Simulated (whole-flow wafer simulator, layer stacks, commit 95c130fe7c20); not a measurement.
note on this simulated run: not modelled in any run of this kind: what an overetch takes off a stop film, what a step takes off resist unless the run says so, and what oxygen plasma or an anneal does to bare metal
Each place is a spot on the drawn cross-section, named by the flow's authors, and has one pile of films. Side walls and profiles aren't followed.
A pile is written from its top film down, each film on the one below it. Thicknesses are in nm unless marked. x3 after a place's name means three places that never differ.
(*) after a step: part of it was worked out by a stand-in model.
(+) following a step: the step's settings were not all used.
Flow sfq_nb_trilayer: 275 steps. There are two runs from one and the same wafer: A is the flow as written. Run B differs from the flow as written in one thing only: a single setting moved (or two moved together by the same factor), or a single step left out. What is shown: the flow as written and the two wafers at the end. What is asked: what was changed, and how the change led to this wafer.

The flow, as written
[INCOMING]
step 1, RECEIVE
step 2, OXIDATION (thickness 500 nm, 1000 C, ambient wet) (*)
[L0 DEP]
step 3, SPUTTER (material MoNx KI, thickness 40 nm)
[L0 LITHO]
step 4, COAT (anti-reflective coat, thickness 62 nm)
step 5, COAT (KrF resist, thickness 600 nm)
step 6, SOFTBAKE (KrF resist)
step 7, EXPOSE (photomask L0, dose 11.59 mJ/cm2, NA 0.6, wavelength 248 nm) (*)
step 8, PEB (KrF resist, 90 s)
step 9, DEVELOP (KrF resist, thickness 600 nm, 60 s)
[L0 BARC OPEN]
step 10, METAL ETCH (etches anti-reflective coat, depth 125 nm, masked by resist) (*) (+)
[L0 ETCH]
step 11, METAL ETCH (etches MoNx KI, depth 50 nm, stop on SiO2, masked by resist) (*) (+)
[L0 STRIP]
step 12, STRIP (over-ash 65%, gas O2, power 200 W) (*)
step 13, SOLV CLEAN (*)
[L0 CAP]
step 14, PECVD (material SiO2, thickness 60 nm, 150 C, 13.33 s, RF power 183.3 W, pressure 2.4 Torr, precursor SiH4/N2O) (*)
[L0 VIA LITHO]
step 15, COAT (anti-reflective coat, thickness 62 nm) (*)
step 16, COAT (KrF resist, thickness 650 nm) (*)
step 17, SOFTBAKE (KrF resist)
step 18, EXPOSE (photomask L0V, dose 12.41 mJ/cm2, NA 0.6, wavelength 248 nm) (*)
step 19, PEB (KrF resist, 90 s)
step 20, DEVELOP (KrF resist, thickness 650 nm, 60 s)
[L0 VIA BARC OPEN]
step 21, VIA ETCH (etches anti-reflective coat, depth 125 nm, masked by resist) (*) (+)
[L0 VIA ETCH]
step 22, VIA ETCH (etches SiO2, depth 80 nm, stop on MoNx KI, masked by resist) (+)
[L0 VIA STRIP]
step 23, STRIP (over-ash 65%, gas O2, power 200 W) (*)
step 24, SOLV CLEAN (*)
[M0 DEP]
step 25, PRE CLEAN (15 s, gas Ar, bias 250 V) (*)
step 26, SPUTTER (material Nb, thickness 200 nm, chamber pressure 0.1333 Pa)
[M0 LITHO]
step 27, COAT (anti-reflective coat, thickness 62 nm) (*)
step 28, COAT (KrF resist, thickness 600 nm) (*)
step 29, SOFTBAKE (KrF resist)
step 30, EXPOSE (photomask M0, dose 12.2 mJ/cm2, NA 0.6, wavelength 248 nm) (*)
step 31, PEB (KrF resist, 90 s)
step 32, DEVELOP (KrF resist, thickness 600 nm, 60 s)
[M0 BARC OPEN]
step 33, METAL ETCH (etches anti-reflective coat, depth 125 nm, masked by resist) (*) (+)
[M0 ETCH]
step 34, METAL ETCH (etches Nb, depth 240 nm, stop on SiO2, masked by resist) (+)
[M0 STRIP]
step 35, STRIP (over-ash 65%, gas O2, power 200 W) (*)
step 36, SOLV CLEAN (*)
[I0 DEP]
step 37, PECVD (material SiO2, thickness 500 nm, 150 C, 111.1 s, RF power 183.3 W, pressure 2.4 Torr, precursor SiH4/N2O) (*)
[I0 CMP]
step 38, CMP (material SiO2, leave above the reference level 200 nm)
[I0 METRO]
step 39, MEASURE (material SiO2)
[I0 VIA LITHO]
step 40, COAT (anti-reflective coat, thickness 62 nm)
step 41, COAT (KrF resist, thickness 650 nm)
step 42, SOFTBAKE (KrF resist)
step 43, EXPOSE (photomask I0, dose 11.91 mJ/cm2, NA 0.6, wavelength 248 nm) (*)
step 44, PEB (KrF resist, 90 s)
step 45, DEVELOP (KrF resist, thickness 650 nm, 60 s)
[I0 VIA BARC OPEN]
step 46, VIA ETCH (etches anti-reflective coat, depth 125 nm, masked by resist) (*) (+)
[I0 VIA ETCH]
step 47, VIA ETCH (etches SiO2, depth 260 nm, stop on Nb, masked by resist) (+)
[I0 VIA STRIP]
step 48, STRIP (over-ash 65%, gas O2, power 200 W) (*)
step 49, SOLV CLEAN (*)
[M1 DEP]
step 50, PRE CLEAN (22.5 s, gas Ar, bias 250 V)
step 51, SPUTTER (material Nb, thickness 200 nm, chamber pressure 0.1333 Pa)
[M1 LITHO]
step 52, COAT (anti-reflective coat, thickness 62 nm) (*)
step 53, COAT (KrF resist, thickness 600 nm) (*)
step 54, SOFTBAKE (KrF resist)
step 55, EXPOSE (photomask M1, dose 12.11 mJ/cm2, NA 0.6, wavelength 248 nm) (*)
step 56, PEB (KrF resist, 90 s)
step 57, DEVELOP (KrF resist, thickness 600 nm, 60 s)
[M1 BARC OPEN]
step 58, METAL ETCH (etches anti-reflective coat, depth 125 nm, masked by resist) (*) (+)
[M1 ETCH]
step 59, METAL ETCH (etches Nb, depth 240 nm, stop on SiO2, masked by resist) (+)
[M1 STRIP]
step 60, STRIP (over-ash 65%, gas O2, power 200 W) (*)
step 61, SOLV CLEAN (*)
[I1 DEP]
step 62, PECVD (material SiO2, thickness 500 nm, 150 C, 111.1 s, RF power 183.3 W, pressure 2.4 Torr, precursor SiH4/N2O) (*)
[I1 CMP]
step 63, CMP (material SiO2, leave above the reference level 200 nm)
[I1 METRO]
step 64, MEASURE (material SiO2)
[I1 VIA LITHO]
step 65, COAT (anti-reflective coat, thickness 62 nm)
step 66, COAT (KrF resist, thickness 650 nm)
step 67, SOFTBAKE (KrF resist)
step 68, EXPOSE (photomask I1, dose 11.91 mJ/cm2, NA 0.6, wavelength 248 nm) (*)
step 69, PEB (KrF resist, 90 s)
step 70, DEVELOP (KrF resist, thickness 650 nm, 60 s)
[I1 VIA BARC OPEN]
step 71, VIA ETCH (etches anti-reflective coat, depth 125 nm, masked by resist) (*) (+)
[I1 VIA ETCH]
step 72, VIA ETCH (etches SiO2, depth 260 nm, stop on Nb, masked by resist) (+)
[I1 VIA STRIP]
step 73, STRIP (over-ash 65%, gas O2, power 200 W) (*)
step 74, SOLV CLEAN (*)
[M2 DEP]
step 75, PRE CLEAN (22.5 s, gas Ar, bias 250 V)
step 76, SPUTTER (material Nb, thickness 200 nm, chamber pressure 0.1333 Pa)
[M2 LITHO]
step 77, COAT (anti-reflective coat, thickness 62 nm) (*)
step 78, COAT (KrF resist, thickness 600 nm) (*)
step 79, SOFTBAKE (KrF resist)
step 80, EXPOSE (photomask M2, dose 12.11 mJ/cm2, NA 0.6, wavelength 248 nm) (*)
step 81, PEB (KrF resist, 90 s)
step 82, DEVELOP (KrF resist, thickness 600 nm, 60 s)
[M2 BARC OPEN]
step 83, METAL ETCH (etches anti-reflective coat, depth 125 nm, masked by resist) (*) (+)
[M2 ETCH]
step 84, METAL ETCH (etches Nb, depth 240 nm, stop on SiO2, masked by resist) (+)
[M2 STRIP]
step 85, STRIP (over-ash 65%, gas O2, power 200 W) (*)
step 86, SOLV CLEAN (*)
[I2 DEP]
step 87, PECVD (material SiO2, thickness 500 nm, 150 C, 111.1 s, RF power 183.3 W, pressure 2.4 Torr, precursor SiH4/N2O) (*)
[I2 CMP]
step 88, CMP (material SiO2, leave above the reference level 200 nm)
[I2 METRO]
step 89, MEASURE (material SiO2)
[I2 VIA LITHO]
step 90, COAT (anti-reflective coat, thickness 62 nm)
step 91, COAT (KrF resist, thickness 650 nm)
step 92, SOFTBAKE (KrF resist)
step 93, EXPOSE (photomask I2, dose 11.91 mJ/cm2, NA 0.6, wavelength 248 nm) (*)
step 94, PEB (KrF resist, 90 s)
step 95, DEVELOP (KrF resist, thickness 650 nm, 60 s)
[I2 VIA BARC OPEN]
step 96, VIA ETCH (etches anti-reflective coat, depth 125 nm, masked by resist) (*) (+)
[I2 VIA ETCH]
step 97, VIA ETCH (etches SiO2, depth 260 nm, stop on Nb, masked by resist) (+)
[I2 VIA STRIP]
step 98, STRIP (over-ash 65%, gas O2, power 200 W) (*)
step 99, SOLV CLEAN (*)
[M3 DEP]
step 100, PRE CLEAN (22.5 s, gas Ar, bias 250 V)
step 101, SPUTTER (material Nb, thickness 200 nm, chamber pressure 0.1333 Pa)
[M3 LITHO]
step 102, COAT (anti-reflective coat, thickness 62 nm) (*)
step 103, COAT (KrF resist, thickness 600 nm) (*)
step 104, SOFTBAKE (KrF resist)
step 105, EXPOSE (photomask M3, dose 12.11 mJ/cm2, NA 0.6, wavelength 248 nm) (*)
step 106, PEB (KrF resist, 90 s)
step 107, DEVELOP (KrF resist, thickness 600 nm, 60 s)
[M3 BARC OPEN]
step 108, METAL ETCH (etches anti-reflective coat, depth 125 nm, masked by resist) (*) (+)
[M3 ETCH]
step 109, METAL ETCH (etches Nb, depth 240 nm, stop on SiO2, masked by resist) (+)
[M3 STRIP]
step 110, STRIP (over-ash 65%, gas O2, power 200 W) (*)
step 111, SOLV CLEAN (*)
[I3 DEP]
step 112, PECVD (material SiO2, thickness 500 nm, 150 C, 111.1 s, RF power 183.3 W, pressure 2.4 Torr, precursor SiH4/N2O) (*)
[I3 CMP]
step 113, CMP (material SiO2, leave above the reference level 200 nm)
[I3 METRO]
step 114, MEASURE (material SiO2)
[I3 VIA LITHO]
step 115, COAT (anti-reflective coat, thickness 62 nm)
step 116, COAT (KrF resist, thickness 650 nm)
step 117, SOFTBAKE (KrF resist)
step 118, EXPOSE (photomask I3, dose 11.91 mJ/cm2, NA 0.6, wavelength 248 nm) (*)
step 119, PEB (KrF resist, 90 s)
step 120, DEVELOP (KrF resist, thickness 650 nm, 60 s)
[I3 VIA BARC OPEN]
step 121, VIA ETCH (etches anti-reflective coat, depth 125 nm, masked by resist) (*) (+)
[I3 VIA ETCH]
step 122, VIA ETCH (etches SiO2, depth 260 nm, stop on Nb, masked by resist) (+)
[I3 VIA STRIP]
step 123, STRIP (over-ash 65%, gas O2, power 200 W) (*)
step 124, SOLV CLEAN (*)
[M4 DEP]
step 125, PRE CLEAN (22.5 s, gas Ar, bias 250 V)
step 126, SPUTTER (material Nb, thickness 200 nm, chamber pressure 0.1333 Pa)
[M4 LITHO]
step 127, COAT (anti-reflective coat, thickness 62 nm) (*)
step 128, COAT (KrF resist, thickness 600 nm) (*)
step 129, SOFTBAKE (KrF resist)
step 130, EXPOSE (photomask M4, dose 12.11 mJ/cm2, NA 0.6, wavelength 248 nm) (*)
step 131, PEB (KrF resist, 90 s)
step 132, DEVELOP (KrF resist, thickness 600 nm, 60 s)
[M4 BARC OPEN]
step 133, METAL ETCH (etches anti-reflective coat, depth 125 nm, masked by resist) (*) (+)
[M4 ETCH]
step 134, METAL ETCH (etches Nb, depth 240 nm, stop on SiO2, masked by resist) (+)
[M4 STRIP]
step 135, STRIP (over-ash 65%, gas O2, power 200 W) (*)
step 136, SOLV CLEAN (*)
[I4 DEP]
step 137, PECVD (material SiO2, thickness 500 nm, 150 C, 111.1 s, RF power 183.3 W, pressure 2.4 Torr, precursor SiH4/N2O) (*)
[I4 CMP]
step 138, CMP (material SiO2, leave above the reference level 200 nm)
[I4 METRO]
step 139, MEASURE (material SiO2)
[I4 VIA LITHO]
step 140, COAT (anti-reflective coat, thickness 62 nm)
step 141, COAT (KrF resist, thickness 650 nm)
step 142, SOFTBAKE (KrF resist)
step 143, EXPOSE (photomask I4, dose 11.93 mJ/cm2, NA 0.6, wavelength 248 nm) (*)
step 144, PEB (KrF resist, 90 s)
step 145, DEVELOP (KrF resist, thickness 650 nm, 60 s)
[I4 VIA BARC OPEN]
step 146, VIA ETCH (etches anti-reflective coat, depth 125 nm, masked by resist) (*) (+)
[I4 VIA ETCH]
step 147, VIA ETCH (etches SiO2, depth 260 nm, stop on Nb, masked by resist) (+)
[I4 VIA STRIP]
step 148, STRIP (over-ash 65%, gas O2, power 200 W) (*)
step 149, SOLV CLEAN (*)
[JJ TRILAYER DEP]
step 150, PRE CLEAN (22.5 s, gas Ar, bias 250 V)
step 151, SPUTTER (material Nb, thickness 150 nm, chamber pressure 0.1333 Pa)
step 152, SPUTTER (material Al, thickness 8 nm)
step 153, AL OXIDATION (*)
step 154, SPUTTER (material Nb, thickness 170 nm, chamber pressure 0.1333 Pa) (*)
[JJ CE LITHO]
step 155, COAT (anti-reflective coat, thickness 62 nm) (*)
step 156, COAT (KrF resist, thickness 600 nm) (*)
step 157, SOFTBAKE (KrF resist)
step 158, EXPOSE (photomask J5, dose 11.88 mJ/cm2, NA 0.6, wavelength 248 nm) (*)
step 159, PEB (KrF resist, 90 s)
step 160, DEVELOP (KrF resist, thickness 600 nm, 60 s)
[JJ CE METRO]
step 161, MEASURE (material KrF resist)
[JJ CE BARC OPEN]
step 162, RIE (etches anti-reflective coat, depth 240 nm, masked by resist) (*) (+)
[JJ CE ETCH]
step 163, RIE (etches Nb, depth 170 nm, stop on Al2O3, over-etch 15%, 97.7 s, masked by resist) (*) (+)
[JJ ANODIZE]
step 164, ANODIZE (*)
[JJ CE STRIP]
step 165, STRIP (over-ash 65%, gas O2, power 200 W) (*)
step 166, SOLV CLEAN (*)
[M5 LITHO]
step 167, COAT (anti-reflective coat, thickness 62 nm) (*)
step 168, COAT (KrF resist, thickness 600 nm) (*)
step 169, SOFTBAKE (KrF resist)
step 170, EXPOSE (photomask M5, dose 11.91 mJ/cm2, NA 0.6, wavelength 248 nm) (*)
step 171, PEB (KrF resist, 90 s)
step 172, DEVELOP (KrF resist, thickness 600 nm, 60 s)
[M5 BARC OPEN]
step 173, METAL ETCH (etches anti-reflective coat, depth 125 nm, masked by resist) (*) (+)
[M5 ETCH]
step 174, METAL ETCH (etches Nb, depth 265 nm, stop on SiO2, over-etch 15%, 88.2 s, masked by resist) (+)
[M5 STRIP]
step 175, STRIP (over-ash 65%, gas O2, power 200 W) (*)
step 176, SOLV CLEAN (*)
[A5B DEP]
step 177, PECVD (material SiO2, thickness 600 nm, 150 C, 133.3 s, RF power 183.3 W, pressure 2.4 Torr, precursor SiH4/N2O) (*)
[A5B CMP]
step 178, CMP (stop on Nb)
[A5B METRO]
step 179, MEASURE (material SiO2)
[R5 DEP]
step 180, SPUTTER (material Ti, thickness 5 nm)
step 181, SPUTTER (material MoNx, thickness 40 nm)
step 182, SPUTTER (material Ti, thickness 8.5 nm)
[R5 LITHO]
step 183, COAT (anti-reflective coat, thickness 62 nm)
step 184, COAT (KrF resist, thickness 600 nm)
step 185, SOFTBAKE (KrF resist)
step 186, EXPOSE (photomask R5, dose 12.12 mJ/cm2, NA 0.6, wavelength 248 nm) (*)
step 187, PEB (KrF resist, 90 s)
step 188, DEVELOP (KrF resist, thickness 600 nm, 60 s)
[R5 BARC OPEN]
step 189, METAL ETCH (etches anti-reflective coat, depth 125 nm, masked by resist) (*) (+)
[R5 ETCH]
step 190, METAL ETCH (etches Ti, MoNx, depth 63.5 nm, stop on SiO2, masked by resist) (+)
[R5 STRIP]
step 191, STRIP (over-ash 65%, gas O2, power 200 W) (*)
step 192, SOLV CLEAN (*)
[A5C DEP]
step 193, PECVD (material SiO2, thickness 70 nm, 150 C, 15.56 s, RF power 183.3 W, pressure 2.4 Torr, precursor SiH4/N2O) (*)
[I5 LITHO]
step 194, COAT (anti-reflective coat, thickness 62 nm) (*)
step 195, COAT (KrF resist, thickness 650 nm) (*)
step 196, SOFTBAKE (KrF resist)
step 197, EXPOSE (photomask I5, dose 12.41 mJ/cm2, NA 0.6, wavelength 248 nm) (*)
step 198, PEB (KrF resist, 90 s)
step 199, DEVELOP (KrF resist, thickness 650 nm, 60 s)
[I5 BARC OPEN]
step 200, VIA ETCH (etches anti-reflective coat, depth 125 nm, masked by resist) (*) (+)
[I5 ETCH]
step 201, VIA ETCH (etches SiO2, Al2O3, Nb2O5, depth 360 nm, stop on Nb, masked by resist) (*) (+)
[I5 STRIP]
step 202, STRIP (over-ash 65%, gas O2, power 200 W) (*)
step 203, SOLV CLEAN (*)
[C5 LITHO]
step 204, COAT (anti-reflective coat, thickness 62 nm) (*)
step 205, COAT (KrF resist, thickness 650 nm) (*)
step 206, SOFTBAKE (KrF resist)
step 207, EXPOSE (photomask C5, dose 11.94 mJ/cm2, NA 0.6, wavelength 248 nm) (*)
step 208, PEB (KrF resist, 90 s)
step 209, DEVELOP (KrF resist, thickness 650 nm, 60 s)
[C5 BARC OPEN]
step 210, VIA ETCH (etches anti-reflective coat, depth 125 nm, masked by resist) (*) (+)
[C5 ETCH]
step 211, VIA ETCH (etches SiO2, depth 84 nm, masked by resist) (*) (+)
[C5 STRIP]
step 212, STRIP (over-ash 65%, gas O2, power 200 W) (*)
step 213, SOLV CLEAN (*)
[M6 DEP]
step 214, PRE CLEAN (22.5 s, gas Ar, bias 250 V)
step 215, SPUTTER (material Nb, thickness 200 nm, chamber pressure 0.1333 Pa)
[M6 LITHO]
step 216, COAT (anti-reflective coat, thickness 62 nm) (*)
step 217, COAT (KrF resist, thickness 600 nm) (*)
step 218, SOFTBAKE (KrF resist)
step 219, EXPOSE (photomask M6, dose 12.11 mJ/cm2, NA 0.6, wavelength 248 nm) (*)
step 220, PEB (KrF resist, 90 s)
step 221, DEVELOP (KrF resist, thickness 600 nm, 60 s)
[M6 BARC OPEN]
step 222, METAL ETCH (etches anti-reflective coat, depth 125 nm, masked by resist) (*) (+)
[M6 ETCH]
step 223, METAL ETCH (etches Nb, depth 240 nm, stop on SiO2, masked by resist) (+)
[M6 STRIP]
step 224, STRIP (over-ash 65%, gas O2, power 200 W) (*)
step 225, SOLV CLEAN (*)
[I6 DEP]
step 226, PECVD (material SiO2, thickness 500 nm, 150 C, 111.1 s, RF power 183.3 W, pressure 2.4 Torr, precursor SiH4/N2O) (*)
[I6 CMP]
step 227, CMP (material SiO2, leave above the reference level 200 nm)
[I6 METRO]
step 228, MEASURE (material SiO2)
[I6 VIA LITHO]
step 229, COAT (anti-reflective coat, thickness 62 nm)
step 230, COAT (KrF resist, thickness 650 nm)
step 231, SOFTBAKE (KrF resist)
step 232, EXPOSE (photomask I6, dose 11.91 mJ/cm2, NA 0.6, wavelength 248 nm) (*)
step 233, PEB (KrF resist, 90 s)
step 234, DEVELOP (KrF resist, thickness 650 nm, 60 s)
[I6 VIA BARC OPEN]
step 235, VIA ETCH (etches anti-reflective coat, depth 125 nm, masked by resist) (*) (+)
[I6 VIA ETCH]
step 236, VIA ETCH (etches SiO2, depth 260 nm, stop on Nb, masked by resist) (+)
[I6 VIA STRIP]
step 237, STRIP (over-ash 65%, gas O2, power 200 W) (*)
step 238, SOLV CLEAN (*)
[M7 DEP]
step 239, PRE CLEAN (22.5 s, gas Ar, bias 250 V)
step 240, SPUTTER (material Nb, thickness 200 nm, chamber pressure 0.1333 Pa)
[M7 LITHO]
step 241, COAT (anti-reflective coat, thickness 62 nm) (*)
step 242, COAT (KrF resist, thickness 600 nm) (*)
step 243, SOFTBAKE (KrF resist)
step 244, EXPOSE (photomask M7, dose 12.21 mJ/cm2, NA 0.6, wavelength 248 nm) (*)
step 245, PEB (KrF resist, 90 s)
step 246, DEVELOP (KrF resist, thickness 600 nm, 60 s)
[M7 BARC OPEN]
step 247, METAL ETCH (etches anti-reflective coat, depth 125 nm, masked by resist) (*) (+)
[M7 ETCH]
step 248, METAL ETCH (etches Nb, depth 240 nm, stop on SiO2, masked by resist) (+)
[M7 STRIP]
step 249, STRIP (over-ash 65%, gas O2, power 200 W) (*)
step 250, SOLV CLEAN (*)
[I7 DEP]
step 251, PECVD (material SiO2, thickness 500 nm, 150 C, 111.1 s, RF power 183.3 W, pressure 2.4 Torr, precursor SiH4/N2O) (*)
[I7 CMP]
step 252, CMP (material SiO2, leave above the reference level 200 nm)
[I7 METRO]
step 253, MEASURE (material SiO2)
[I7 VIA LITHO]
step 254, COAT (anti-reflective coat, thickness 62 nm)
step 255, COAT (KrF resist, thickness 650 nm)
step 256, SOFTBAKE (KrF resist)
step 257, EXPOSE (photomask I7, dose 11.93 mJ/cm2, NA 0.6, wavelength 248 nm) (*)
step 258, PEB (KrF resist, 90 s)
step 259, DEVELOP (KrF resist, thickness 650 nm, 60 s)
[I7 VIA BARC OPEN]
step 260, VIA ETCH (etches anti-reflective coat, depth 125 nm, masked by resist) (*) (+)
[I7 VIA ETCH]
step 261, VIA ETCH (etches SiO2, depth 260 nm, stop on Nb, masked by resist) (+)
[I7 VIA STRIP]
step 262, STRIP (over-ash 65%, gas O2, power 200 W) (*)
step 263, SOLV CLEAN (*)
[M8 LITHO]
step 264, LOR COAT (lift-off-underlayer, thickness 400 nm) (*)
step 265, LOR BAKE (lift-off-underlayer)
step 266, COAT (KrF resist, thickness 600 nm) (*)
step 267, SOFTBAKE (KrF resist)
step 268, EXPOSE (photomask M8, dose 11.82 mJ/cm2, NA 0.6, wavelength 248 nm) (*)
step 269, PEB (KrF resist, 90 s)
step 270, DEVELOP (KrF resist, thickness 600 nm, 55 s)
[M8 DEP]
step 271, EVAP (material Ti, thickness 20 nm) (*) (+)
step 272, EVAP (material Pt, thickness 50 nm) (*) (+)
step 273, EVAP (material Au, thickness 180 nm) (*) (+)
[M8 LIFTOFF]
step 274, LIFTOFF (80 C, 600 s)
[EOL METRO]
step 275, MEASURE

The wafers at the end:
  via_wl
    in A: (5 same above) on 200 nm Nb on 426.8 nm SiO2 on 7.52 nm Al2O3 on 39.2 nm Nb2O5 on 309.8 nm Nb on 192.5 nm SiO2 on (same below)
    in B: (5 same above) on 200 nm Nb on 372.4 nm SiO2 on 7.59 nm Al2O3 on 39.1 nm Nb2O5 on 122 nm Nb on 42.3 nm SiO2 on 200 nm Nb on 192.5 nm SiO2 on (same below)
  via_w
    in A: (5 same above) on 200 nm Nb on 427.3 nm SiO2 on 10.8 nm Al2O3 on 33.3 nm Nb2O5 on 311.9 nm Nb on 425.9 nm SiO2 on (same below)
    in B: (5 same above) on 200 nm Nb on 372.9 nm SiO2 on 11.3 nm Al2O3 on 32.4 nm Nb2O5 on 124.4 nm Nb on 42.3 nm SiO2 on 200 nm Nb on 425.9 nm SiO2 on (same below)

What caused this: step 147, VIA ETCH: depth 150 nm was run, while the flow as written has depth 260 nm.

The path from the change to this, step by step:
  step 147, VIA ETCH (etches SiO2, depth 260 nm, stop on Nb, masked by resist) (+)
      via_wl, via_w, via_wr: A -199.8 SiO2 (all of it) | B -150 SiO2
      field_l, v_sur, via_sp and 100 more: A -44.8 KrF resist | B -25.9 KrF resist
  step 148, STRIP (over-ash 65%, gas O2, power 200 W) (*)
      field_l, v_sur, via_sp and 100 more: A -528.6 KrF resist (all of it), -62 anti-reflective coat (all of it) | B -547.6 KrF resist (all of it), -62 anti-reflective coat (all of it)
  step 150, PRE CLEAN (22.5 s, gas Ar, bias 250 V)
      via_wl, via_w, via_wr: A -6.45 Nb | B -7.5 SiO2
  step 151, SPUTTER (material Nb, thickness 150 nm, chamber pressure 0.1333 Pa)
      via_wl, via_w, via_wr: A +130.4 Nb | B +136.1 Nb (new film)
  step 154, SPUTTER (material Nb, thickness 170 nm, chamber pressure 0.1333 Pa) (*)
      via_wl, via_wr: A +140.7 Nb (new film) | B +149.2 Nb (new film)
      via_w: A +141 Nb (new film) | B +149.5 Nb (new film)
  step 155, COAT (anti-reflective coat, thickness 62 nm) (*)
      via_wl, via_wr: A +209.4 anti-reflective coat (new film) | B +164 anti-reflective coat (new film)
      v_sur: A +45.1 anti-reflective coat (new film) | B +47.2 anti-reflective coat (new film)
      (and at 2 other places as well)
  step 156, COAT (KrF resist, thickness 600 nm) (*)
      via_w: A +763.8 KrF resist (new film) | B +717.4 KrF resist (new film)
  step 160, DEVELOP (KrF resist, thickness 600 nm, 60 s)
      via_w: A -762.1 KrF resist (all of it) | B -715.9 KrF resist (all of it)
  step 162, RIE (etches anti-reflective coat, depth 240 nm, masked by resist) (*) (+)
      ce_l, c5j, ce_r, wl_jj: A -209.4 KrF resist | B -164 KrF resist
      via_wl, via_wr: A -209.4 anti-reflective coat (all of it) | B -164 anti-reflective coat (all of it)
      (and at 3 other places as well)
  step 163, RIE (etches Nb, depth 170 nm, stop on Al2O3, over-etch 15%, 97.7 s, masked by resist) (*) (+)
      via_wl, via_wr: A -140.7 Nb (all of it), -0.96 Al2O3 (all of it) | B -149.2 Nb (all of it), -0.96 Al2O3 (all of it)
      via_w: A -141 Nb (all of it), -0.96 Al2O3 (all of it) | B -149.5 Nb (all of it), -0.96 Al2O3 (all of it)
  step 164, ANODIZE (*)
      via_w: A +10.8 Al2O3 (new film), +33.3 Nb2O5 (new film), -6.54 Al (all of it), -12 Nb | B +11.3 Al2O3 (new film), +32.4 Nb2O5 (new film), -6.86 Al (all of it), -11.7 Nb
  step 165, STRIP (over-ash 65%, gas O2, power 200 W) (*)
      ce_l: A -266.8 KrF resist (all of it), -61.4 anti-reflective coat (all of it) | B -312.5 KrF resist (all of it), -61.6 anti-reflective coat (all of it)
      c5j: A -266.9 KrF resist (all of it), -61.5 anti-reflective coat (all of it) | B -312.5 KrF resist (all of it), -61.6 anti-reflective coat (all of it)
      (and at 2 other places as well)
  step 167, COAT (anti-reflective coat, thickness 62 nm) (*)
      v_sur: A +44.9 anti-reflective coat (new film) | B +43.8 anti-reflective coat (new film)
      via_wl: A +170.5 anti-reflective coat (new film) | B +126.4 anti-reflective coat (new film)
      (and at 2 other places as well)
  step 168, COAT (KrF resist, thickness 600 nm) (*)
      via_w: A +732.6 KrF resist (new film) | B +700.3 KrF resist (new film)
  step 175, STRIP (over-ash 65%, gas O2, power 200 W) (*)
      v_sur: A -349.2 KrF resist (all of it), -44.9 anti-reflective coat (all of it) | B -357.5 KrF resist (all of it), -43.8 anti-reflective coat (all of it)
      via_wl: A -427 KrF resist (all of it), -170.5 anti-reflective coat (all of it) | B -427.1 KrF resist (all of it), -126.4 anti-reflective coat (all of it)
      (and at 2 other places as well)
  step 178, CMP (stop on Nb)
      via_wl, via_wr: A -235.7 SiO2 | B -290.1 SiO2
      via_w: A -235.2 SiO2 | B -289.6 SiO2
If metal films that touch count as one body, via_wl has 8 bodies (between them, from the top down: SiO2 192.5; SiO2 372.4 / Al2O3 7.59 / Nb2O5 39.1; SiO2 42.3; SiO2 192.5; SiO2 192.5; SiO2 192.5; SiO2 192.5); the flow as written gives 7 bodies (between them, from the top down: SiO2 192.5; SiO2 426.8 / Al2O3 7.52 / Nb2O5 39.2; SiO2 192.5; SiO2 192.5; SiO2 192.5; SiO2 192.5).
If metal films that touch count as one body, via_w has 6 bodies (between them, from the top down: SiO2 192.5; SiO2 372.9 / Al2O3 11.3 / Nb2O5 32.4; SiO2 42.3; SiO2 425.9; SiO2 416.9); the flow as written gives 5 bodies (between them, from the top down: SiO2 192.5; SiO2 427.3 / Al2O3 10.8 / Nb2O5 33.3; SiO2 425.9; SiO2 416.9).
